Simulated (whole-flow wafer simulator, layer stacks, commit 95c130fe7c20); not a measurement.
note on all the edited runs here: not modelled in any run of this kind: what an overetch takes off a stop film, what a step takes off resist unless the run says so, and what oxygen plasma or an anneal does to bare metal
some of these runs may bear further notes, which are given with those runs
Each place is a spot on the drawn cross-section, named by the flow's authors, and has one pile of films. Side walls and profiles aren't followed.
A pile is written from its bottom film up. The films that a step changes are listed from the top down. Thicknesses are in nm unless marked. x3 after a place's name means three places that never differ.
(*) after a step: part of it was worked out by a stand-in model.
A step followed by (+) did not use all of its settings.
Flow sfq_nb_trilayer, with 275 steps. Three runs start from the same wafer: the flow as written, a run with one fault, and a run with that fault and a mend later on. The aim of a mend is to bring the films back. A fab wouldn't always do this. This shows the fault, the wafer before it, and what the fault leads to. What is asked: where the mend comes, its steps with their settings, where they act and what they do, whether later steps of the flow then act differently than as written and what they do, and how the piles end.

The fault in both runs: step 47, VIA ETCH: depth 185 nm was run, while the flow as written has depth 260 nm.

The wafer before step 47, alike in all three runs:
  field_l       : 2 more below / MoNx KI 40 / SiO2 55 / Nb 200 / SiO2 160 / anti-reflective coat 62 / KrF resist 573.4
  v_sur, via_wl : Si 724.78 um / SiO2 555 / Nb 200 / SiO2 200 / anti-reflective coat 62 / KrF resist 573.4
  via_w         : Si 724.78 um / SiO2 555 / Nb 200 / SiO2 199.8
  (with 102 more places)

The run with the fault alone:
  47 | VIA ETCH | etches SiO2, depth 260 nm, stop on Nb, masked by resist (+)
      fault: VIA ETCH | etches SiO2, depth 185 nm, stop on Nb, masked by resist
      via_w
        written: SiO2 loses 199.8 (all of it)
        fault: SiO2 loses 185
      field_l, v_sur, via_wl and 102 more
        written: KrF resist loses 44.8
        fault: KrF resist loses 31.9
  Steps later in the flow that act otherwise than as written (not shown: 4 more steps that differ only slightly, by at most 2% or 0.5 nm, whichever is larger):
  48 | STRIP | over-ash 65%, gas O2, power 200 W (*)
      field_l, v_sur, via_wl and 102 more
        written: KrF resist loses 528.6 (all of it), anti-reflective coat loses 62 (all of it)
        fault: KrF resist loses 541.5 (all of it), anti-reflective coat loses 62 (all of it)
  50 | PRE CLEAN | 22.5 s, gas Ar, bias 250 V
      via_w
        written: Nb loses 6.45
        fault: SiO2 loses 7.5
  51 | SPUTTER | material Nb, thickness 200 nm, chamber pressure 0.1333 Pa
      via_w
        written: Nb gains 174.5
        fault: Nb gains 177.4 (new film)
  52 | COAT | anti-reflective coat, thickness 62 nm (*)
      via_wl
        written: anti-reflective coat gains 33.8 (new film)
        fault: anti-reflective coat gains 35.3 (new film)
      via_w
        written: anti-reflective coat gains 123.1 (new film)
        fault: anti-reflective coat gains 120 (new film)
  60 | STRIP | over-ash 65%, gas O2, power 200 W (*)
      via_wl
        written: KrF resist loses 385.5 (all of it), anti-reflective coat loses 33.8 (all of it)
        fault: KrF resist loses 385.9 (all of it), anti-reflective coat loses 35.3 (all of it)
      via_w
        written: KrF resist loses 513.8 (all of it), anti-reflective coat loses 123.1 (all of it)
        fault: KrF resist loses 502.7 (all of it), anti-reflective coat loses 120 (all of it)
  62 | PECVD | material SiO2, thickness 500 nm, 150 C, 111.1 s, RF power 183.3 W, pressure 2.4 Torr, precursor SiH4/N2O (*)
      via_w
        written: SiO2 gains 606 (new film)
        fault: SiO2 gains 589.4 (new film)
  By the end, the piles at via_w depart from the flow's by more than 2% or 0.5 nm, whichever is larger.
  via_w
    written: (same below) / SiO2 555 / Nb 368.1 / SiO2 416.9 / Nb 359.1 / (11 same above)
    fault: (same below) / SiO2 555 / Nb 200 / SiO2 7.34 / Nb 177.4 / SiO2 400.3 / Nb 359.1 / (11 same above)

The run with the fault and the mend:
  The mend follows step 48.
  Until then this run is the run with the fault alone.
  48a | COAT | anti-reflective coat, thickness 62 nm (*) (the flow's step 40, run once more)
      p4_fl x3, p4_w1 x9, p4_g1 x2 and 63 more
        anti-reflective coat gains 62 (new film)
      be_r, r_sur, res and 10 more
        anti-reflective coat gains 61.8 (new film)
      gap, jj_sur, ce_l, c5j, ce_r, sp_r
        anti-reflective coat gains 61.7 (new film)
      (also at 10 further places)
  48b | COAT | KrF resist, thickness 650 nm (*) (the flow's step 41, run once more)
      p4_fl x3, p4_w1 x9, p4_g1 x2 and 63 more
        KrF resist gains 650 (new film)
      r_end, moat, field_r and 6 more
        KrF resist gains 649.5 (new film)
      be_r, r_sur, res, l0v
        KrF resist gains 649.4 (new film)
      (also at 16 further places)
  48c | SOFTBAKE | KrF resist (the flow's step 42, run once more)
      leaves every film unchanged at each place that is followed
  48d | EXPOSE | photomask I0, dose 11.91 mJ/cm2, NA 0.6, wavelength 248 nm (*) (the flow's step 43, run once more)
      leaves every film unchanged at each place that is followed
  48e | PEB | KrF resist, 90 s (the flow's step 44, run once more)
      jj_sur, ce_l, c5j and 92 more
        KrF resist loses 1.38
      via_v, wire, be, be_sur, gap
        KrF resist loses 1.37
      v_sur, via_sp
        KrF resist loses 1.35
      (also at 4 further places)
  48f | DEVELOP | KrF resist, thickness 650 nm, 60 s (the flow's step 45, run once more)
      field_l, v_sur, via_wl and 102 more
        KrF resist loses 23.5
      via_w
        KrF resist loses 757 (all of it)
  48g | VIA ETCH | etches anti-reflective coat, depth 125 nm, masked by resist (+) (the flow's step 46, run once more)
      field_l, v_sur, via_wl and 102 more
        KrF resist loses 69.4
      via_w
        anti-reflective coat loses 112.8 (all of it)
  48h | VIA ETCH | etches SiO2, depth 75 nm, stop on Nb, masked by resist (+) (the flow's step 47, run once more with other settings)
      field_l, v_sur, via_wl and 102 more
        KrF resist loses 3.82
      via_w
        SiO2 loses 14.8 (all of it)
  48i | STRIP | over-ash 65%, gas O2, power 200 W (*) (the flow's step 48, run once more)
      p4_fl x3, p4_w1 x9, p4_g1 x2 and 63 more
        KrF resist loses 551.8 (all of it), anti-reflective coat loses 62 (all of it)
      res, r_end, moat, field_r, l0_sur, l0v
        KrF resist loses 551.3 (all of it), anti-reflective coat loses 61.8 (all of it)
      lsp_l, ln_m5, lsp_m, ln_m6, lsp_r
        KrF resist loses 551.4 (all of it), anti-reflective coat loses 61.8 (all of it)
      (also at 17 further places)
  None of the later steps of the flow differs from how it acts as written, at any place that is followed, by more than 2% or 0.5 nm, whichever is larger.
  The piles end only slightly different from the flow's at the places that both follow, by no more than 2% or 0.5 nm, whichever is larger.
